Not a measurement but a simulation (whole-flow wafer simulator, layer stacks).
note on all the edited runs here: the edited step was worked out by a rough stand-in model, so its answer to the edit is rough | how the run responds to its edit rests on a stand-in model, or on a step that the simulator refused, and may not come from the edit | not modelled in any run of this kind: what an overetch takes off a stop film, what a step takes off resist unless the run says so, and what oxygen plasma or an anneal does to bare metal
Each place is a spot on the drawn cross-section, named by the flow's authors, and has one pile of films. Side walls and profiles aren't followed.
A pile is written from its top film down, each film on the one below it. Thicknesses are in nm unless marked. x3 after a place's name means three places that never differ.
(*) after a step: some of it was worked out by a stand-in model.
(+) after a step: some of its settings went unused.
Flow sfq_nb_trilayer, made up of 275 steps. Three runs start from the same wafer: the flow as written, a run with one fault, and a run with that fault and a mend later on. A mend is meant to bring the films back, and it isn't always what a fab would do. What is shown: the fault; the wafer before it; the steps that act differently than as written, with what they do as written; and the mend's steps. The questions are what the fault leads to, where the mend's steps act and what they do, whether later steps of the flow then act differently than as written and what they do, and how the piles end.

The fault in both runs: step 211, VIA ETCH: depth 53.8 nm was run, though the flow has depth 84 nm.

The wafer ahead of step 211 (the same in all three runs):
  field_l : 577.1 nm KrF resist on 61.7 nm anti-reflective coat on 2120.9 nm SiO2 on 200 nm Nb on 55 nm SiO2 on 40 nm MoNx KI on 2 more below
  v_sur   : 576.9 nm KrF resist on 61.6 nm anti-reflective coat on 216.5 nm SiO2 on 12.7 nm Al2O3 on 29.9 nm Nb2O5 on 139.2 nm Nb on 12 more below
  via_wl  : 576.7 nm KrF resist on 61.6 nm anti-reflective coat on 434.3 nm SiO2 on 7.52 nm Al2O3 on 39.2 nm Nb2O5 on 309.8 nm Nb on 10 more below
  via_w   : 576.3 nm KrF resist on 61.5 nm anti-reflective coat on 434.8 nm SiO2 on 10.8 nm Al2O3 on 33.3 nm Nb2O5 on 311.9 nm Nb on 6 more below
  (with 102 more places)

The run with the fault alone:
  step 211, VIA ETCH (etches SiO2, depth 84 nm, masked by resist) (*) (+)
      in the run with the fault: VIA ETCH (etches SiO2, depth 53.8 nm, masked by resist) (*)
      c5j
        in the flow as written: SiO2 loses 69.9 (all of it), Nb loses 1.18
        in the run with the fault: SiO2 loses 53.8
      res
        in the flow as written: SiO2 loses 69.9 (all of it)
        in the run with the fault: SiO2 loses 53.8
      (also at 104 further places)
  Steps later in the flow that act otherwise than as written (not shown: 5 more steps that differ only slightly, by at most 2% or 0.5 nm, whichever is larger):
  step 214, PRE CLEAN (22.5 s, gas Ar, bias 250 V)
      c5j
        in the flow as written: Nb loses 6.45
        in the run with the fault: SiO2 loses 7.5
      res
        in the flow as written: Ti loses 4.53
        in the run with the fault: SiO2 loses 7.5
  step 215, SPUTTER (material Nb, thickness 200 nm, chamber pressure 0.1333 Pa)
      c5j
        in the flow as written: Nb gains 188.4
        in the run with the fault: Nb gains 193.4 (new film)
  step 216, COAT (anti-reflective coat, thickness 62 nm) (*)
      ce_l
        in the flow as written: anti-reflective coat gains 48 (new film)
        in the run with the fault: anti-reflective coat gains 52.2 (new film)
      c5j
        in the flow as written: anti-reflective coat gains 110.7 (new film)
        in the run with the fault: anti-reflective coat gains 99.1 (new film)
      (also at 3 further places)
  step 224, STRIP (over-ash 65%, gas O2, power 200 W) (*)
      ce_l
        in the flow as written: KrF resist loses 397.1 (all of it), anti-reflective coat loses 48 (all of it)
        in the run with the fault: KrF resist loses 394.6 (all of it), anti-reflective coat loses 52.2 (all of it)
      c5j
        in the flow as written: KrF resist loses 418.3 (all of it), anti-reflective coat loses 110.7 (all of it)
        in the run with the fault: KrF resist loses 410.7 (all of it), anti-reflective coat loses 99.1 (all of it)
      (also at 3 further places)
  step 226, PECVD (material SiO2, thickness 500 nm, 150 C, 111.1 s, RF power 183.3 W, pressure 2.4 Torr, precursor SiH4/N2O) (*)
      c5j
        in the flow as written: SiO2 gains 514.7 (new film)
        in the run with the fault: SiO2 gains 500 (new film)
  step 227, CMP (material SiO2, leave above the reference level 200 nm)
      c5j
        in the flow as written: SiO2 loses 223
        in the run with the fault: SiO2 loses 229.5
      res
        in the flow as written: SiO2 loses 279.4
        in the run with the fault: SiO2 loses 295
  The piles end different from the flow's at c5j, res by more than 2% or 0.5 nm, whichever is larger.
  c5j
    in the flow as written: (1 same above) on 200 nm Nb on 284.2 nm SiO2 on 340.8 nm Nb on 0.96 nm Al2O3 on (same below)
    in the run with the fault: (1 same above) on 200 nm Nb on 263 nm SiO2 on 193.4 nm Nb on 8.59 nm SiO2 on 160 nm Nb on 0.96 nm Al2O3 on (same below)
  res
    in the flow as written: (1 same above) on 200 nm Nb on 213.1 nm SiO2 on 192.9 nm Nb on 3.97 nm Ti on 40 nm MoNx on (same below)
    in the run with the fault: (1 same above) on 200 nm Nb on 197.5 nm SiO2 on 195.5 nm Nb on 8.56 nm SiO2 on 8.5 nm Ti on 40 nm MoNx on (same below)

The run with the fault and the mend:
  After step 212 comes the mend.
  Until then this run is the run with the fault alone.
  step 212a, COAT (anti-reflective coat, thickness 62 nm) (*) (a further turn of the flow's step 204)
      field_r, ln_m5, p4_fl x3 and 61 more
        anti-reflective coat gains 62 (new film)
      lsp_m, ln_m6, lsp_r and 6 more
        anti-reflective coat gains 61.9 (new film)
      v_sur, via_wl
        anti-reflective coat gains 61.5 (new film)
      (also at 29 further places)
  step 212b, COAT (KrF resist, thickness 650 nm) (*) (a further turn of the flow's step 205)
      l0v, p4_fl x3, p4_w1 x9 and 35 more
        KrF resist gains 650 (new film)
      wl_b_m5, wl_b_sr, wl_c_sl and 12 more
        KrF resist gains 649.9 (new film)
      r5r_line_l, r5r_line_c, r5r_line_r
        KrF resist gains 634.3 (new film)
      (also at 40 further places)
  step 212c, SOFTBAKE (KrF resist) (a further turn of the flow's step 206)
      leaves every film unchanged at each place that is followed
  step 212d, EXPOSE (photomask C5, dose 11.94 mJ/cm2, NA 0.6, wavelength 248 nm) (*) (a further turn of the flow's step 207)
      leaves every film unchanged at each place that is followed
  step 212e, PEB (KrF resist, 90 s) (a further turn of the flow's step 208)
      field_l, sp_r, moat and 79 more
        KrF resist loses 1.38
      v_sur, via_wl, via_w, via_wr, via_sp, be_sur, jj_sur, res
        KrF resist loses 1.37
      r5r_line_l, r5r_line_c, r5r_line_r
        KrF resist loses 1.34
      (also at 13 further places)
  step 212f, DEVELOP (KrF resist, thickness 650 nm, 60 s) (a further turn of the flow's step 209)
      field_l, v_sur, via_wl and 101 more
        KrF resist loses 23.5
      c5j
        KrF resist loses 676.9 (all of it)
      res
        KrF resist loses 645.3 (all of it)
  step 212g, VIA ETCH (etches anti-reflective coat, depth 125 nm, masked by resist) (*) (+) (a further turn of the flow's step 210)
      field_l, v_sur, via_wl and 101 more
        KrF resist loses 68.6
      c5j
        anti-reflective coat loses 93 (all of it), SiO2 loses 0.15
      res
        anti-reflective coat loses 82.3 (all of it), SiO2 loses 0.21
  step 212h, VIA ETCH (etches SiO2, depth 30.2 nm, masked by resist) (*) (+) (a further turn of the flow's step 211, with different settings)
      field_l, v_sur, via_wl and 101 more
        KrF resist loses 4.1
      c5j
        SiO2 loses 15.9 (all of it), Nb loses 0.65
      res
        SiO2 loses 15.9 (all of it)
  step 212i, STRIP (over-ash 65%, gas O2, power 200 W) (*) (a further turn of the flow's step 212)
      p4_fl x3, p4_w1 x9, p4_g1 x2 and 33 more
        KrF resist loses 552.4 (all of it), anti-reflective coat loses 62 (all of it)
      wl_b_sl, wl_b_m5, wl_b_sr and 14 more
        KrF resist loses 552.3 (all of it), anti-reflective coat loses 62 (all of it)
      wl_j_sl, wl_j_sr
        KrF resist loses 552.6 (all of it), anti-reflective coat loses 60.2 (all of it)
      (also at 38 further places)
  Every later step of the flow that is run acts as written, at every place that is followed, to within 2% or 0.5 nm, whichever is larger.
  The piles end only slightly different from the flow's at the places that both follow, by no more than 2% or 0.5 nm, whichever is larger.
